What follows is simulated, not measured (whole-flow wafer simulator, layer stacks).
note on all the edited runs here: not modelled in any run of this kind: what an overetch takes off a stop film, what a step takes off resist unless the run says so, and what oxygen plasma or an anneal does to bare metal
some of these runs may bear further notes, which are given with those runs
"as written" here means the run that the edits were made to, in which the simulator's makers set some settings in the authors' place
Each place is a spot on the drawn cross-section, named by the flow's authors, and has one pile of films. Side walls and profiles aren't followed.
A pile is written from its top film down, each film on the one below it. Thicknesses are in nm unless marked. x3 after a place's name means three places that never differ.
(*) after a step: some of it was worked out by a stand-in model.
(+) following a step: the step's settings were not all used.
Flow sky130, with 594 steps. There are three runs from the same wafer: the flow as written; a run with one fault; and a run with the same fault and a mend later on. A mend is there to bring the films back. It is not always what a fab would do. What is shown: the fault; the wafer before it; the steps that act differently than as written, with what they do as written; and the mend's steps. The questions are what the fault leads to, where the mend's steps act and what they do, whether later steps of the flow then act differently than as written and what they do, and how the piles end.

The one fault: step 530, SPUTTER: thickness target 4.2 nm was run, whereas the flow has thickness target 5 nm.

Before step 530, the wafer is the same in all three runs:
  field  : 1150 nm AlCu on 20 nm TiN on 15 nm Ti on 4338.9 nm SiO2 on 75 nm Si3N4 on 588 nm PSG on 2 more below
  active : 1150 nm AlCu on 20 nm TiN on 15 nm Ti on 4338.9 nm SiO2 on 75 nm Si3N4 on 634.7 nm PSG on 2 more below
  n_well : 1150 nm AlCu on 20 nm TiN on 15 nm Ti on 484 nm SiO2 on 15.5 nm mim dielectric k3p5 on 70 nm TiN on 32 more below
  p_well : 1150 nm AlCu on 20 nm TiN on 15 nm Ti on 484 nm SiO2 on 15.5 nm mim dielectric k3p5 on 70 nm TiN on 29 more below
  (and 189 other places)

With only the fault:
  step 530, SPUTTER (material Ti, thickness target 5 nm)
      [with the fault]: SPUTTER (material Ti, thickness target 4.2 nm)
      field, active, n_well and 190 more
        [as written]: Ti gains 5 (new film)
        [with the fault]: Ti gains 4.2 (new film)
  Steps further on in the flow that do not act as written (21 other steps are not shown; they differ only slightly, by no more than 2% or 0.5 nm, whichever is larger):
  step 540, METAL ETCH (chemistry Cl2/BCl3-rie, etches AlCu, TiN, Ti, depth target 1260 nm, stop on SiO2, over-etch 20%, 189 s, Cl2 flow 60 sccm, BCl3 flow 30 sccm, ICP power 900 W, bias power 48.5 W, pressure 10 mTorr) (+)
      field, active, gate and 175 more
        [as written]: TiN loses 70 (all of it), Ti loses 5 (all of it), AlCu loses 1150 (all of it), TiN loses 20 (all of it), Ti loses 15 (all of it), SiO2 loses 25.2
        [with the fault]: TiN loses 70 (all of it), Ti loses 4.2 (all of it), AlCu loses 1150 (all of it), TiN loses 20 (all of it), Ti loses 15 (all of it), SiO2 loses 25.3
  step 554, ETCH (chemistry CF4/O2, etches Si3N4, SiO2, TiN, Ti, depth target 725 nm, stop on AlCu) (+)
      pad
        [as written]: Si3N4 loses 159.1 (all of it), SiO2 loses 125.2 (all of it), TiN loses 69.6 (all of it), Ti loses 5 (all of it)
        [with the fault]: Si3N4 loses 159.1 (all of it), SiO2 loses 125.2 (all of it), TiN loses 69.6 (all of it), Ti loses 4.2 (all of it)
  By the end, the piles at n_well, p_well, sd_n and 11 more depart from the flow's by more than 2% or 0.5 nm, whichever is larger.
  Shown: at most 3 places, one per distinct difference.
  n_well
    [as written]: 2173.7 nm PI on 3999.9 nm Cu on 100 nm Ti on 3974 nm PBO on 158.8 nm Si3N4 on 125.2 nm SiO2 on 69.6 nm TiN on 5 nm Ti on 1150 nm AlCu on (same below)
    [with the fault]: 2173.8 nm PI on 3999.9 nm Cu on 100 nm Ti on 3974.6 nm PBO on 158.8 nm Si3N4 on 125.2 nm SiO2 on 69.6 nm TiN on 4.2 nm Ti on 1150 nm AlCu on (same below)
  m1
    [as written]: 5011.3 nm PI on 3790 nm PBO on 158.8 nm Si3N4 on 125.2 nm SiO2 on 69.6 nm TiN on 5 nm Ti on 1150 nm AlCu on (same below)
    [with the fault]: 5011.3 nm PI on 3790.6 nm PBO on 158.8 nm Si3N4 on 125.2 nm SiO2 on 69.6 nm TiN on 4.2 nm Ti on 1150 nm AlCu on (same below)
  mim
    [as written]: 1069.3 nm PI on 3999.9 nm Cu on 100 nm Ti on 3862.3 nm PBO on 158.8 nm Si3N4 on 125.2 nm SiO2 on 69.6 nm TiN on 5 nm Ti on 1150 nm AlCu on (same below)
    [with the fault]: 1069.4 nm PI on 3999.9 nm Cu on 100 nm Ti on 3862.9 nm PBO on 158.8 nm Si3N4 on 125.2 nm SiO2 on 69.6 nm TiN on 4.2 nm Ti on 1150 nm AlCu on (same below)

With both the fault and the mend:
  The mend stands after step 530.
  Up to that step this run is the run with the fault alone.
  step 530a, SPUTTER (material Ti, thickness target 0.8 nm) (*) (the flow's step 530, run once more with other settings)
      field, active, n_well and 190 more
        Ti gains 0.8
  Every later step of the flow that is run acts as written at every place that is followed.
  At every place that both follow, the piles at the end match the flow's.
